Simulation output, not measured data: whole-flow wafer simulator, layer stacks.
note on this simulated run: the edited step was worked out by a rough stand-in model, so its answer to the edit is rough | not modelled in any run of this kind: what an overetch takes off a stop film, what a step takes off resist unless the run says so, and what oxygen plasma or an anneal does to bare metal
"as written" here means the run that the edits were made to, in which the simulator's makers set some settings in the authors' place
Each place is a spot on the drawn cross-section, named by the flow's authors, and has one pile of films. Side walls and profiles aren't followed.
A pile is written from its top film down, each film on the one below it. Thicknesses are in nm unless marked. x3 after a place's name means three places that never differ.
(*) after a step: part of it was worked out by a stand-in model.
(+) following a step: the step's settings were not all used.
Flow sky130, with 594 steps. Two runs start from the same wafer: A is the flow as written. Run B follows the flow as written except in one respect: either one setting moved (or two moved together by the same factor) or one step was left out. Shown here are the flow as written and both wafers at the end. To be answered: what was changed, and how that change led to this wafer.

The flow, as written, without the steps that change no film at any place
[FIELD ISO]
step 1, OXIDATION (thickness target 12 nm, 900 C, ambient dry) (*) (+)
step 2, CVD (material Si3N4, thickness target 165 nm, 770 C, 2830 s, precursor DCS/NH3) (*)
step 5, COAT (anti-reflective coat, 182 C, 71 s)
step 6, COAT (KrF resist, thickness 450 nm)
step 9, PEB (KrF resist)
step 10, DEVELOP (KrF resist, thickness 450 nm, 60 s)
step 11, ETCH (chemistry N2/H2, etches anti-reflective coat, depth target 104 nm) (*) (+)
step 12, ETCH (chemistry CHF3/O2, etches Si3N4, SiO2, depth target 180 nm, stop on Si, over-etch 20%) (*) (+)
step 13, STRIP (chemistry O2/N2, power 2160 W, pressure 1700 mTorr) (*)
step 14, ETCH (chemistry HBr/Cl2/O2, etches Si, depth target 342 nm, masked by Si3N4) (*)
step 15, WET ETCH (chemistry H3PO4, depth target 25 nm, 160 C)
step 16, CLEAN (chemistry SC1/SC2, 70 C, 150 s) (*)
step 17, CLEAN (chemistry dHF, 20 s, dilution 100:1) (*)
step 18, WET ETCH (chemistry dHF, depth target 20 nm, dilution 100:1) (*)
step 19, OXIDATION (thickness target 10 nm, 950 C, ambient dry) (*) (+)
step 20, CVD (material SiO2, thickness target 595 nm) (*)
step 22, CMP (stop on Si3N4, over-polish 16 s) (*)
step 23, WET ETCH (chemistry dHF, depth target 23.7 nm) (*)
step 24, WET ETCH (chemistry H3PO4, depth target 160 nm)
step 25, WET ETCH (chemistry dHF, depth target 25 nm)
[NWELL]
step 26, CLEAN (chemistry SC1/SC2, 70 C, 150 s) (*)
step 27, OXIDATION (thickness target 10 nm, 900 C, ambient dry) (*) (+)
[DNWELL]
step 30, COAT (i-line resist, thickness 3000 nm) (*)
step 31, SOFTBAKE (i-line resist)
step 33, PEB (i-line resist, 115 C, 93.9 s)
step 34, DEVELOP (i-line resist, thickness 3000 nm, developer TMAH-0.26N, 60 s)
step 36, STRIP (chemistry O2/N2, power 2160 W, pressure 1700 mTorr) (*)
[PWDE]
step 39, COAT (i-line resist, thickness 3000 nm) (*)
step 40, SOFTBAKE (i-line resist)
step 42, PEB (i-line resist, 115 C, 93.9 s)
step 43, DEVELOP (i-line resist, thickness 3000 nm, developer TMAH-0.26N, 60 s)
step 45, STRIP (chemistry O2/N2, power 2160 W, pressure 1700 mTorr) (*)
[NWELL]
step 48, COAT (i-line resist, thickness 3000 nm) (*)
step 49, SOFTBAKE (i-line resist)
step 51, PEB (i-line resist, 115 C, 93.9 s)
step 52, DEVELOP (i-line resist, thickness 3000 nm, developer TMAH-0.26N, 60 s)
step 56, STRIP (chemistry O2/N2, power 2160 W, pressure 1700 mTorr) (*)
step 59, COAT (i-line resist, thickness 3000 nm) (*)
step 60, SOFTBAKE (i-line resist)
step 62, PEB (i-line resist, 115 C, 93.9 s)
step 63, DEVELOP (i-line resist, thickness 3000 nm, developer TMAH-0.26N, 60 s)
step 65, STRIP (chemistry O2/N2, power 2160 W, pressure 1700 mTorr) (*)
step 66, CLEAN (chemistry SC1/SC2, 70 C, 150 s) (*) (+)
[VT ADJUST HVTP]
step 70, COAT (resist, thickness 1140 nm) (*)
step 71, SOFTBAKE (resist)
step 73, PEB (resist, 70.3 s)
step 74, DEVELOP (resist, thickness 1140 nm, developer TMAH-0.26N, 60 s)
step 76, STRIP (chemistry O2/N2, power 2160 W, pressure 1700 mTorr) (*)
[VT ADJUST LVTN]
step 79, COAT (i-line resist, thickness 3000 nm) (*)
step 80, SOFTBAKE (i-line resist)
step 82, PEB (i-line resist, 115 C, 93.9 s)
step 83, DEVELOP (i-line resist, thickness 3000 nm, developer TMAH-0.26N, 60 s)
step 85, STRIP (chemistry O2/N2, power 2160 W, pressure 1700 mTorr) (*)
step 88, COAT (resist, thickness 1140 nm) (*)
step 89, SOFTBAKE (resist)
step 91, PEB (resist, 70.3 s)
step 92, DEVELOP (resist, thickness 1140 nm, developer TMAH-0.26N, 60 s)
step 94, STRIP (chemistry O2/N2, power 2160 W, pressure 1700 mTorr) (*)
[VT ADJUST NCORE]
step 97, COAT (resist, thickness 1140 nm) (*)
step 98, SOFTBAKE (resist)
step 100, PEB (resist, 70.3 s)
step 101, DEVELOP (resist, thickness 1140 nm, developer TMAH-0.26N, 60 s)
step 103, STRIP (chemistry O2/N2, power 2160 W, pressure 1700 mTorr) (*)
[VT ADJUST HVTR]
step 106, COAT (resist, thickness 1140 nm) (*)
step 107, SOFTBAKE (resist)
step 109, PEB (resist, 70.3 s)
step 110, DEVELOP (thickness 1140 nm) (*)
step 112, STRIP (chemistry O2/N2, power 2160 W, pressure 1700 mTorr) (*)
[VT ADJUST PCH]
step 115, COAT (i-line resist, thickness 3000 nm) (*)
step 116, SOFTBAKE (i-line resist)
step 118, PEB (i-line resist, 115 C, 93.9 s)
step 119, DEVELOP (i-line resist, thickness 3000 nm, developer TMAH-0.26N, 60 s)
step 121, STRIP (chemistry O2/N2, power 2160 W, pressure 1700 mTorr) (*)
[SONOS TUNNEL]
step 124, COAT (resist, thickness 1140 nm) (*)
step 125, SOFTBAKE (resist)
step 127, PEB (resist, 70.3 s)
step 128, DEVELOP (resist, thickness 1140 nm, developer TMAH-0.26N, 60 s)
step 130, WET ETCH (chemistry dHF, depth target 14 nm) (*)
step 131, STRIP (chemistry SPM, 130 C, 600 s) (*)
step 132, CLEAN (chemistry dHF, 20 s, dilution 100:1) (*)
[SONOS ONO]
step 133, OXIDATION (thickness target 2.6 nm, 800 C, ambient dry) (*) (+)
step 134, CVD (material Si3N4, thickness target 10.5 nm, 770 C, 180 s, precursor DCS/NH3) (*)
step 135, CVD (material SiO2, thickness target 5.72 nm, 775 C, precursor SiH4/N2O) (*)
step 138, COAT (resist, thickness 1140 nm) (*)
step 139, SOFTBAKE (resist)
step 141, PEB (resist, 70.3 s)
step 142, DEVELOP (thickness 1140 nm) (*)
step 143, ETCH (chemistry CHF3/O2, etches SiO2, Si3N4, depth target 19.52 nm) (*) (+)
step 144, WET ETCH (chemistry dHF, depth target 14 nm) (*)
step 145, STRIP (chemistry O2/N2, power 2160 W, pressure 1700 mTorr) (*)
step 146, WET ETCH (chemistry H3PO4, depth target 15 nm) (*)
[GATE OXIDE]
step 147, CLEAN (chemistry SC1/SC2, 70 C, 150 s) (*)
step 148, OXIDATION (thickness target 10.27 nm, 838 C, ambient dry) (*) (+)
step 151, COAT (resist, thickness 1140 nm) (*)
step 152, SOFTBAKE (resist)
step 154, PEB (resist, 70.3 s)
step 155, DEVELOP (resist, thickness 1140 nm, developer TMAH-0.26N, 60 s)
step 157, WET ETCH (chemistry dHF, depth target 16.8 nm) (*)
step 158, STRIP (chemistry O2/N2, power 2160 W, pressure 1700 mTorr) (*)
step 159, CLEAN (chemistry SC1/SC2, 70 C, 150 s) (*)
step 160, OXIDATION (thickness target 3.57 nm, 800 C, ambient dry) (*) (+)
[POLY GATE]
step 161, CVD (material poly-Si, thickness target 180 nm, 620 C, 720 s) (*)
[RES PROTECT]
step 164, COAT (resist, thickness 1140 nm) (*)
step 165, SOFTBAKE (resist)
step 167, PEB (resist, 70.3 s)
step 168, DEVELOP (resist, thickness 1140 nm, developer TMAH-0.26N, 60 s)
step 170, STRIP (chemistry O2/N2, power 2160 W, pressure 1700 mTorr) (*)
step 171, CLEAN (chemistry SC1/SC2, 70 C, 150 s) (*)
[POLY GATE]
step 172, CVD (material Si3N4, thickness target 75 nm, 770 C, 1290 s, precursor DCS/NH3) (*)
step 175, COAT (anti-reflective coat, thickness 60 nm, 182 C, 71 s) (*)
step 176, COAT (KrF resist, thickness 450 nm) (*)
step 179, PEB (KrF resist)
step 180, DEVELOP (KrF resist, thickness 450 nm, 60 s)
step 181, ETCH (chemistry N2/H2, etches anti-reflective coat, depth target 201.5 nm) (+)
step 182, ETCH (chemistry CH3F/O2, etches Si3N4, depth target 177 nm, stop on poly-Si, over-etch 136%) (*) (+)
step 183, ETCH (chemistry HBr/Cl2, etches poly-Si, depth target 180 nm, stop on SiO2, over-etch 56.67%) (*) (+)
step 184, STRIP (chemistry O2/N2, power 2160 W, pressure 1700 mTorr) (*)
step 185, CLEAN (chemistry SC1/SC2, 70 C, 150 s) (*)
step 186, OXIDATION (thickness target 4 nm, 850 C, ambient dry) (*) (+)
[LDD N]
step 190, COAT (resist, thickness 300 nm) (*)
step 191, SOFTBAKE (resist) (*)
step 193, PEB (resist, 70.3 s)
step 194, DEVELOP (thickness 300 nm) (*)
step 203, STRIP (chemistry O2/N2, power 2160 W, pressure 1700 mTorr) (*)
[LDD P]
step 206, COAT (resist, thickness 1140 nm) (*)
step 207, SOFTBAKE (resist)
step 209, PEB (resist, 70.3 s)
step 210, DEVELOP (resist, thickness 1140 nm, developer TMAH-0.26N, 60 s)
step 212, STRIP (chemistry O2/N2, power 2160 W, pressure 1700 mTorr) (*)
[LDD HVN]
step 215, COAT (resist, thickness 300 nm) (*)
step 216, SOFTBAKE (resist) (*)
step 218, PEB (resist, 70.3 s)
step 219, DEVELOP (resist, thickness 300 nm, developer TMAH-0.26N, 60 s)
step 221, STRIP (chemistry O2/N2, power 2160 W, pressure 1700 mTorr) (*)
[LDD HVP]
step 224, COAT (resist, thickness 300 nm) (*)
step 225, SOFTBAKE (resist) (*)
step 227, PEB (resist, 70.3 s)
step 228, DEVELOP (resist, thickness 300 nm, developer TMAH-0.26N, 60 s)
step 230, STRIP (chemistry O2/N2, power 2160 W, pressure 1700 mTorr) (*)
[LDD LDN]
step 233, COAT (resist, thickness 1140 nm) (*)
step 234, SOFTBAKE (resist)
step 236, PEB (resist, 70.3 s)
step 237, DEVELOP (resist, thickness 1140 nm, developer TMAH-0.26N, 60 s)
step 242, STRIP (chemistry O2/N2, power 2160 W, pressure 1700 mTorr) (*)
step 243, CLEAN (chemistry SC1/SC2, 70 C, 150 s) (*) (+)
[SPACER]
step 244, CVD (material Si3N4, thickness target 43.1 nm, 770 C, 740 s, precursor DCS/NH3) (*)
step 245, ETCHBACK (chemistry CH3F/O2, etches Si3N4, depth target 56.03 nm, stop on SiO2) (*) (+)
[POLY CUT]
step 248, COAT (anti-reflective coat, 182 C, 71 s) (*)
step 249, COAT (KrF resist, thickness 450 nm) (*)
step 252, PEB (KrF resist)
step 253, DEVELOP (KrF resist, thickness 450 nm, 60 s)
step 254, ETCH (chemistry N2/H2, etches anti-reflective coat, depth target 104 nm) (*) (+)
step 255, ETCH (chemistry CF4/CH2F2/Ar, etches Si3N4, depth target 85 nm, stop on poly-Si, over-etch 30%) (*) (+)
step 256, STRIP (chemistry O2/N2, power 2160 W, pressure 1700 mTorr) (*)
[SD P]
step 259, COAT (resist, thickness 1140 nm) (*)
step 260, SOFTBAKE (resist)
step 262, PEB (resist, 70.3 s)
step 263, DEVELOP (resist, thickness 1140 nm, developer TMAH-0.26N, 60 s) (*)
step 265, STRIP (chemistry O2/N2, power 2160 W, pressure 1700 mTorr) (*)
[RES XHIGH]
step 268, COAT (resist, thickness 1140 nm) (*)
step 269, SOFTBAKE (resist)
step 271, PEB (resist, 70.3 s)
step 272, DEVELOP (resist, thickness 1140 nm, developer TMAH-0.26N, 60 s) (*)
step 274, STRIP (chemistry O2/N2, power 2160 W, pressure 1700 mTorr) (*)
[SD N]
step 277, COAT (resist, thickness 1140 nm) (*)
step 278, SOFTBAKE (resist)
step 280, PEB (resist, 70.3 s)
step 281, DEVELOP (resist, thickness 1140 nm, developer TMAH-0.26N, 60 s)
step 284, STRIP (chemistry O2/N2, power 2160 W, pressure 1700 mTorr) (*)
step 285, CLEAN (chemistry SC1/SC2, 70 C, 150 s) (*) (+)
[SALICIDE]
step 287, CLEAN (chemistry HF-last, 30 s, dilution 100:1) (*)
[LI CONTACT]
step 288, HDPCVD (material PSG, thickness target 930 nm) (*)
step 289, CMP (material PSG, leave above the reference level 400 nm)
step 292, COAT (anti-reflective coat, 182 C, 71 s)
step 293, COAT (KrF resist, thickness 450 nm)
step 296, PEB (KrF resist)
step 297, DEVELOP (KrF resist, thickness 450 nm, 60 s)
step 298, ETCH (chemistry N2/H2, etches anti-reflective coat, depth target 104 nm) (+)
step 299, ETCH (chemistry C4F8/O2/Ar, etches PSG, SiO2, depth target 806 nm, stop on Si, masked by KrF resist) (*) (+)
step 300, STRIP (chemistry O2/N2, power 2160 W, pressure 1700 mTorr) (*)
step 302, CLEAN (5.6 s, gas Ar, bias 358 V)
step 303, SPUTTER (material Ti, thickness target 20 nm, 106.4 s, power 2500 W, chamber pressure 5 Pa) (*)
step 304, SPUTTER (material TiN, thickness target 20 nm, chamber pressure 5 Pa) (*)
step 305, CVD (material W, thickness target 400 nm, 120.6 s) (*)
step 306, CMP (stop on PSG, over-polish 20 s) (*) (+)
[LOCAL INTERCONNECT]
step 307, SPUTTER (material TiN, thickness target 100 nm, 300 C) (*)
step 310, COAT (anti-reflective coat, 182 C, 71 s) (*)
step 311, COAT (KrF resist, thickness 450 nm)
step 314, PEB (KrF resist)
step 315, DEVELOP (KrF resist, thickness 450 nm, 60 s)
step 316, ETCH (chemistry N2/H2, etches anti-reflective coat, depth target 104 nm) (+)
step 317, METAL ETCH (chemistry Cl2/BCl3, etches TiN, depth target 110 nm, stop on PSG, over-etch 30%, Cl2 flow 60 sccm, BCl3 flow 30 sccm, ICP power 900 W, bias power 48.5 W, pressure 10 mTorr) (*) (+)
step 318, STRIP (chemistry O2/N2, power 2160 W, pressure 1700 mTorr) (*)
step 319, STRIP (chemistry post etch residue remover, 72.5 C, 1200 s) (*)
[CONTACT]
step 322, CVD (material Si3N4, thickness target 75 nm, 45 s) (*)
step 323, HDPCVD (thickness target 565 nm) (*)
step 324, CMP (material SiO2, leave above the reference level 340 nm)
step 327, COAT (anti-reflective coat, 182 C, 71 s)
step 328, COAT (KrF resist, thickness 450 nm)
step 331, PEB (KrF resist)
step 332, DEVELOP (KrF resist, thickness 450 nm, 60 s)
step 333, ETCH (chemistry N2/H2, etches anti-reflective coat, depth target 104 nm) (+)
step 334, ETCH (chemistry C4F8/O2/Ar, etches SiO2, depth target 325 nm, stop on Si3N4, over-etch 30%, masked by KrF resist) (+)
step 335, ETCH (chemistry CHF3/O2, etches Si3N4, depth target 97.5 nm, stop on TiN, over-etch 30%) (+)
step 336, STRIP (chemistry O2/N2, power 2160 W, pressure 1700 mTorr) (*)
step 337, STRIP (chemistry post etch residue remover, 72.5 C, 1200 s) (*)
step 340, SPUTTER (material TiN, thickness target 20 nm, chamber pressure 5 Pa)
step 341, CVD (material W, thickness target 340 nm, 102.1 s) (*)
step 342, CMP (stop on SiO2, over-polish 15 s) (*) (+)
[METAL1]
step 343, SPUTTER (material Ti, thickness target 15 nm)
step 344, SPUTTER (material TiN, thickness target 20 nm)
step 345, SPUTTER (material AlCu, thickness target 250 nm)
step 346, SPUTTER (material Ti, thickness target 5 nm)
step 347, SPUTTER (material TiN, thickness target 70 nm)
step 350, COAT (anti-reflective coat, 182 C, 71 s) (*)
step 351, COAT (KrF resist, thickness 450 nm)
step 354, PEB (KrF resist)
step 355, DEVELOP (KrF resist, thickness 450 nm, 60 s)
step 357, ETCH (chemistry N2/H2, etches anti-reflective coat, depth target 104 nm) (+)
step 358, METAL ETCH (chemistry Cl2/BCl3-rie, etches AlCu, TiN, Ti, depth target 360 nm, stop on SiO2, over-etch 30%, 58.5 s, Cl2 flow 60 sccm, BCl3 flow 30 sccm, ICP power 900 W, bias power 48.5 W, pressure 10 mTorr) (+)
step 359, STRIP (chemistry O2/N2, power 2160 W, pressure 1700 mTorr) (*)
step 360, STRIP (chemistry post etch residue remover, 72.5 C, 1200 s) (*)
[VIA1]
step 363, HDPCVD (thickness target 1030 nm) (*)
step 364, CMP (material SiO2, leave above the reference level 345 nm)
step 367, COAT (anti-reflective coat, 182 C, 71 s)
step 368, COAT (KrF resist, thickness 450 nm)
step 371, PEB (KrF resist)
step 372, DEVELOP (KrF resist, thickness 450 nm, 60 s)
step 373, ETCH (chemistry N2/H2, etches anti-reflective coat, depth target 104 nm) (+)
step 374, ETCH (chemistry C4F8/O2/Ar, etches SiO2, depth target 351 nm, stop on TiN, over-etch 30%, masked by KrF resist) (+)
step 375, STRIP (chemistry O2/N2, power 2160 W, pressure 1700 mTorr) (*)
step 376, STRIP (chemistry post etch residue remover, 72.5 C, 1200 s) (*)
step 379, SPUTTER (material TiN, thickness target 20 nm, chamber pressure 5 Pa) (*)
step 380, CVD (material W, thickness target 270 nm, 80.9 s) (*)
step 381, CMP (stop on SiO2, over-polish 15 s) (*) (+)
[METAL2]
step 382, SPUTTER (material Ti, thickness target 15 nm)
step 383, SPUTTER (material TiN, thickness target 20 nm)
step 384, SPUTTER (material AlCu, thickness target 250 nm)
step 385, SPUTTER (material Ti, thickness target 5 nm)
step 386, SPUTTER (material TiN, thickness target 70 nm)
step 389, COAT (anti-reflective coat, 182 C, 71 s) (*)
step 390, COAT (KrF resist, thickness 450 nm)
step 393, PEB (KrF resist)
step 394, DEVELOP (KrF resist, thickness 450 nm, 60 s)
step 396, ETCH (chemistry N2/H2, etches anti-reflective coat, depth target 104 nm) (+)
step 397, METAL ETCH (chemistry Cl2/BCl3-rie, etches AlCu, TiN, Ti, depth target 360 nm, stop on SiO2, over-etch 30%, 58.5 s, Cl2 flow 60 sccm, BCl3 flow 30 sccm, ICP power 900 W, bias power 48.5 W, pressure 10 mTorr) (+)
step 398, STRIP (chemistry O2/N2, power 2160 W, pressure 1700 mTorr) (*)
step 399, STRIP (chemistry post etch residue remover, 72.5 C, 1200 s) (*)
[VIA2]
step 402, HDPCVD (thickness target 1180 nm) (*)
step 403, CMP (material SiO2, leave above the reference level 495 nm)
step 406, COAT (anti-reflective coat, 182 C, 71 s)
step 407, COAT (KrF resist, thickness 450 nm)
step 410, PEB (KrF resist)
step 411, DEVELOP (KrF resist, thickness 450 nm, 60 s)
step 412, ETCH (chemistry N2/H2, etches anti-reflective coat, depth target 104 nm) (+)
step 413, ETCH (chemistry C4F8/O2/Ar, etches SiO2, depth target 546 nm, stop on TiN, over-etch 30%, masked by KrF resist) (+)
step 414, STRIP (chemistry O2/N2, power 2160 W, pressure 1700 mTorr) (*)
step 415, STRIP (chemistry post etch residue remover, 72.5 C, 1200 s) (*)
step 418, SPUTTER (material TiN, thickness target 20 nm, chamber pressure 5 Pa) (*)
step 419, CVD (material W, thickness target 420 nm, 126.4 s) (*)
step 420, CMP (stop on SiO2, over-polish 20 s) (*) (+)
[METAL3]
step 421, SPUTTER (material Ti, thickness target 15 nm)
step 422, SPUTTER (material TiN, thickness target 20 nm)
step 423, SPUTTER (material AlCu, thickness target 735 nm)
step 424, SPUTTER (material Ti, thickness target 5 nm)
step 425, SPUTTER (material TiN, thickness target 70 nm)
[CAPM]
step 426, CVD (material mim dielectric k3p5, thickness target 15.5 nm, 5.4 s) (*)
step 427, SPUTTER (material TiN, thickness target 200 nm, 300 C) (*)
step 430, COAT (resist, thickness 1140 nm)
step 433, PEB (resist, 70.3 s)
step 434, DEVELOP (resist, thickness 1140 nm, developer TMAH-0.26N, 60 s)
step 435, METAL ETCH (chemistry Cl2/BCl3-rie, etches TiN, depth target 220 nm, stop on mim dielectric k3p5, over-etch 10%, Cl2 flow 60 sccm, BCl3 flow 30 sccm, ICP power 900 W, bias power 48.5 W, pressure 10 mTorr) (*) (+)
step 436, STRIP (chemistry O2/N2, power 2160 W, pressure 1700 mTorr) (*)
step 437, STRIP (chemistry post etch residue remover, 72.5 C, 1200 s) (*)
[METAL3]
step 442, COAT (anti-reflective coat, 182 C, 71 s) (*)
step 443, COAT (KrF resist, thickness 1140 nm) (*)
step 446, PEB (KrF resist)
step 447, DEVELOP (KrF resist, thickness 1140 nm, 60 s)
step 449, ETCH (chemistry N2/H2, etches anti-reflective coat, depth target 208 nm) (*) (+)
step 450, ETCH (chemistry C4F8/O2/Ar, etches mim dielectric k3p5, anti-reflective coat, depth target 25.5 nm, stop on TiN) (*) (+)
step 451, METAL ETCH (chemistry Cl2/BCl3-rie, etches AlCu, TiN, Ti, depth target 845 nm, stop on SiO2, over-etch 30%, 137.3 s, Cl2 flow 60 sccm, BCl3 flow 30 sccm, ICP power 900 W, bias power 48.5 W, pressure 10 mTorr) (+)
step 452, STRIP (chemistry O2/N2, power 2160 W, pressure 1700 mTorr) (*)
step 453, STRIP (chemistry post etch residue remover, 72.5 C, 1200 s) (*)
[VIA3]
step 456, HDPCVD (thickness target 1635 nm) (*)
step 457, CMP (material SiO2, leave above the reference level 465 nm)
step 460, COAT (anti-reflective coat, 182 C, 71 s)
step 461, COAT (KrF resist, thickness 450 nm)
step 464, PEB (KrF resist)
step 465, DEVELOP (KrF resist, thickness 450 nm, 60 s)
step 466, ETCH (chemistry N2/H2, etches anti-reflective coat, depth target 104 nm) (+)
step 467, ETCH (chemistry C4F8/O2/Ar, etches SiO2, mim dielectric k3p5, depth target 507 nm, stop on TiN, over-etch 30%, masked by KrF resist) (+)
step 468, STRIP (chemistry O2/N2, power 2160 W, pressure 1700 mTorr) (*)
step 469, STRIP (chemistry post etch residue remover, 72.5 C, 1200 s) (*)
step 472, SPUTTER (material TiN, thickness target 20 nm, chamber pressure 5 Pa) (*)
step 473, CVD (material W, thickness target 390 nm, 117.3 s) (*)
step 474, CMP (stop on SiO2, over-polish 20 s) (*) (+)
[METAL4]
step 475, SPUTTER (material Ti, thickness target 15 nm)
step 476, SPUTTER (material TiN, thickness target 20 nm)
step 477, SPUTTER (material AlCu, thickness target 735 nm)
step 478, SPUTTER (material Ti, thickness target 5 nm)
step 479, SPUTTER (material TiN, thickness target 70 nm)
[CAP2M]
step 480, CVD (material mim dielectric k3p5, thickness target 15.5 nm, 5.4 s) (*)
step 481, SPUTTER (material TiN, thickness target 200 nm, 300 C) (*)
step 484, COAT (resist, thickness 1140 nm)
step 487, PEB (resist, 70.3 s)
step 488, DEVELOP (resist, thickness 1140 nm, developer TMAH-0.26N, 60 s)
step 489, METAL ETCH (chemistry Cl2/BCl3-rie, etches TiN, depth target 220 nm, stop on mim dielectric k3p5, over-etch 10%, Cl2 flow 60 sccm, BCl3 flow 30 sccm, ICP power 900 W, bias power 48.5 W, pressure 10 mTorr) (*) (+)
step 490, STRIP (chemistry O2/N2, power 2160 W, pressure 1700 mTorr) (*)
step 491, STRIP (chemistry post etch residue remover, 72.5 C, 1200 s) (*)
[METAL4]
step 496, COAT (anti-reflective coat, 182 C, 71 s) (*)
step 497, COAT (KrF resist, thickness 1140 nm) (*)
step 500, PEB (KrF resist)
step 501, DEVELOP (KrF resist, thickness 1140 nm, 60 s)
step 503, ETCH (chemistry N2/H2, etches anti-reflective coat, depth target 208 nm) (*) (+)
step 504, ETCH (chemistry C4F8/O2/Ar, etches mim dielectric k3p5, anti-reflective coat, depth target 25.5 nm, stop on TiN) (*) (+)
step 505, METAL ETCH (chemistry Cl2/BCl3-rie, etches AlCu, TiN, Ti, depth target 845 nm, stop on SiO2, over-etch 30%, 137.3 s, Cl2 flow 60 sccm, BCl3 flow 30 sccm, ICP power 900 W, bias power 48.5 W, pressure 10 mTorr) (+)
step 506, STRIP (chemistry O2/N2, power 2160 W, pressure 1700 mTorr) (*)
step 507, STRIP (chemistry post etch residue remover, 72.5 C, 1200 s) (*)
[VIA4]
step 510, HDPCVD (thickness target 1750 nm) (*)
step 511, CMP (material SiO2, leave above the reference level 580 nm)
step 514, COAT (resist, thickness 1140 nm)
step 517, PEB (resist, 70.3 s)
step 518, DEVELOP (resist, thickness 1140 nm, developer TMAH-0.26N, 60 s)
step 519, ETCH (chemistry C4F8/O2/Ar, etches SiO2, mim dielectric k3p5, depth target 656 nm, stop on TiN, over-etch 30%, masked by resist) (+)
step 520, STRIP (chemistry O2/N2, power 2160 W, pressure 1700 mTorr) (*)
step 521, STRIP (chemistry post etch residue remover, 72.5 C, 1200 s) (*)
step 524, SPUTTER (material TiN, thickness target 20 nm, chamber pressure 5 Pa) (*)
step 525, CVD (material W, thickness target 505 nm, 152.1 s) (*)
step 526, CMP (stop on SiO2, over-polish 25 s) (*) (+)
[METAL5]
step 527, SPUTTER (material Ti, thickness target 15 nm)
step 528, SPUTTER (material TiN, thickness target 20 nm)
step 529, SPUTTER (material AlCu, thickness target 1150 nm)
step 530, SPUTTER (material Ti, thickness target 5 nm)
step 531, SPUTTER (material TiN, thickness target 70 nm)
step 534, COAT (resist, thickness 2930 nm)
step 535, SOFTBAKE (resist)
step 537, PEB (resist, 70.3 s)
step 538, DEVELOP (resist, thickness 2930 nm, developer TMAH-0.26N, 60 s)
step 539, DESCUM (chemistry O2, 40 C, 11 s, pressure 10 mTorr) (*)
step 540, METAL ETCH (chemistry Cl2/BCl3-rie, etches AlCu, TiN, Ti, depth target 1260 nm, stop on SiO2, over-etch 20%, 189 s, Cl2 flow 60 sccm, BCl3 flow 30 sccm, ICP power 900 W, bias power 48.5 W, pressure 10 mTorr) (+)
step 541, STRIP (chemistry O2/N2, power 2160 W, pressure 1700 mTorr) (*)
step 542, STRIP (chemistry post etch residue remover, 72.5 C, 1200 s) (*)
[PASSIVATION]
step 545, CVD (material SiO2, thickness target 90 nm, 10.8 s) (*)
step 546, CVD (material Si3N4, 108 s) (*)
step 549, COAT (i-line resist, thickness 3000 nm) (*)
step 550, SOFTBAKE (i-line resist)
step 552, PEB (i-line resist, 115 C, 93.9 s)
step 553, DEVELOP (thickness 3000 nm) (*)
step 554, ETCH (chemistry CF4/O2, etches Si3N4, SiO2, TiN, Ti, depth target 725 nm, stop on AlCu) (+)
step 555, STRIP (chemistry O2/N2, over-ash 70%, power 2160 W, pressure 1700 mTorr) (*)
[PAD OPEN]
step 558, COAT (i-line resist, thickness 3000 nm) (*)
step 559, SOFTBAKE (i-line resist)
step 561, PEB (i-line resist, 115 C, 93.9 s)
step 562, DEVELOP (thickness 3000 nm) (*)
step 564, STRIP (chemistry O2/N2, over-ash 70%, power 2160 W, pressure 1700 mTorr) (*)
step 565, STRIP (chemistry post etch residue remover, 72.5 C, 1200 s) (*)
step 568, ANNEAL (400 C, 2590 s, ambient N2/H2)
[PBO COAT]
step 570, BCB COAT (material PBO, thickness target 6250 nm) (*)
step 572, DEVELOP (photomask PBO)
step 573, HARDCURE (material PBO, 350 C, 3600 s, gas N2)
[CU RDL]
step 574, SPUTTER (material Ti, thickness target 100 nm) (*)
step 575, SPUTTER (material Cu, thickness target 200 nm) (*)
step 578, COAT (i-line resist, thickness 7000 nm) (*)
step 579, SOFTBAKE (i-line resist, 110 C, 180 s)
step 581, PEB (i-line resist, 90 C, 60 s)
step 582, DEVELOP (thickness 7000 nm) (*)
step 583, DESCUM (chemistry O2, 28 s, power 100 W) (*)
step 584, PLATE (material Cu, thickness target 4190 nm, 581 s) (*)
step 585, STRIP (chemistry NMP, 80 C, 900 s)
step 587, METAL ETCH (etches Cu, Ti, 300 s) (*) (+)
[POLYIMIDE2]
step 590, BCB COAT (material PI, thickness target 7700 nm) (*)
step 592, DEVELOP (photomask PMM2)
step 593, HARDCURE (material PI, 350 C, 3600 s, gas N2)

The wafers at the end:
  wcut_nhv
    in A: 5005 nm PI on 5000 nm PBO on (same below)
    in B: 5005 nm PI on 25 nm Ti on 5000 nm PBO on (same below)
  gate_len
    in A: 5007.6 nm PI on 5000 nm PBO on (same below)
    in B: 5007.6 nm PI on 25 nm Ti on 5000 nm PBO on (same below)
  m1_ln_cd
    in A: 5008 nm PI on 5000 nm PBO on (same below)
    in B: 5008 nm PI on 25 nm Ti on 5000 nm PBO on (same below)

What caused this: step 575, SPUTTER: thickness target 315 nm was run, whereas the flow has thickness target 200 nm.

Step by step, how the change led to this:
  step 575, SPUTTER (material Cu, thickness target 200 nm) (*)
      field, active, n_well and 190 more: A +200 Cu (new film) | B +315 Cu (new film)
  step 587, METAL ETCH (etches Cu, Ti, 300 s) (*) (+)
      field, active, gate and 167 more: A -200 Cu (all of it), -100 Ti (all of it) | B -315 Cu (all of it), -75 Ti
  step 590, BCB COAT (material PI, thickness target 7700 nm) (*)
      n_well, p_well, sd_n, sd_p: A +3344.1 PI (new film) | B +3254.1 PI (new film)
      mim: A +3670.5 PI (new film) | B +3584.6 PI (new film)
      (also at 14 further places)
  step 593, HARDCURE (material PI, 350 C, 3600 s, gas N2)
      n_well, p_well, sd_n, sd_p: A -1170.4 PI | B -1138.9 PI
Taking metal films that touch as one body, wcut_nhv has 6 bodies (between them, from the top down: PBO 5000 / Si3N4 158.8 / SiO2 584 / mim dielectric k3p5 15.5; SiO2 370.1 / mim dielectric k3p5 15.5; SiO2 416; SiO2 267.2; SiO2 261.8 / Si3N4 75); the flow as written gives 5 bodies (between them, from the top down: SiO2 370.1 / mim dielectric k3p5 15.5; SiO2 416; SiO2 267.2; SiO2 261.8 / Si3N4 75).
Taking metal films that touch as one body, gate_len has 1 body; the flow as written gives 0 bodies.
Taking metal films that touch as one body, m1_ln_cd has 2 bodies (between them, from the top down: PBO 5000 / Si3N4 158.8 / SiO2 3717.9); the flow as written gives 1 body.
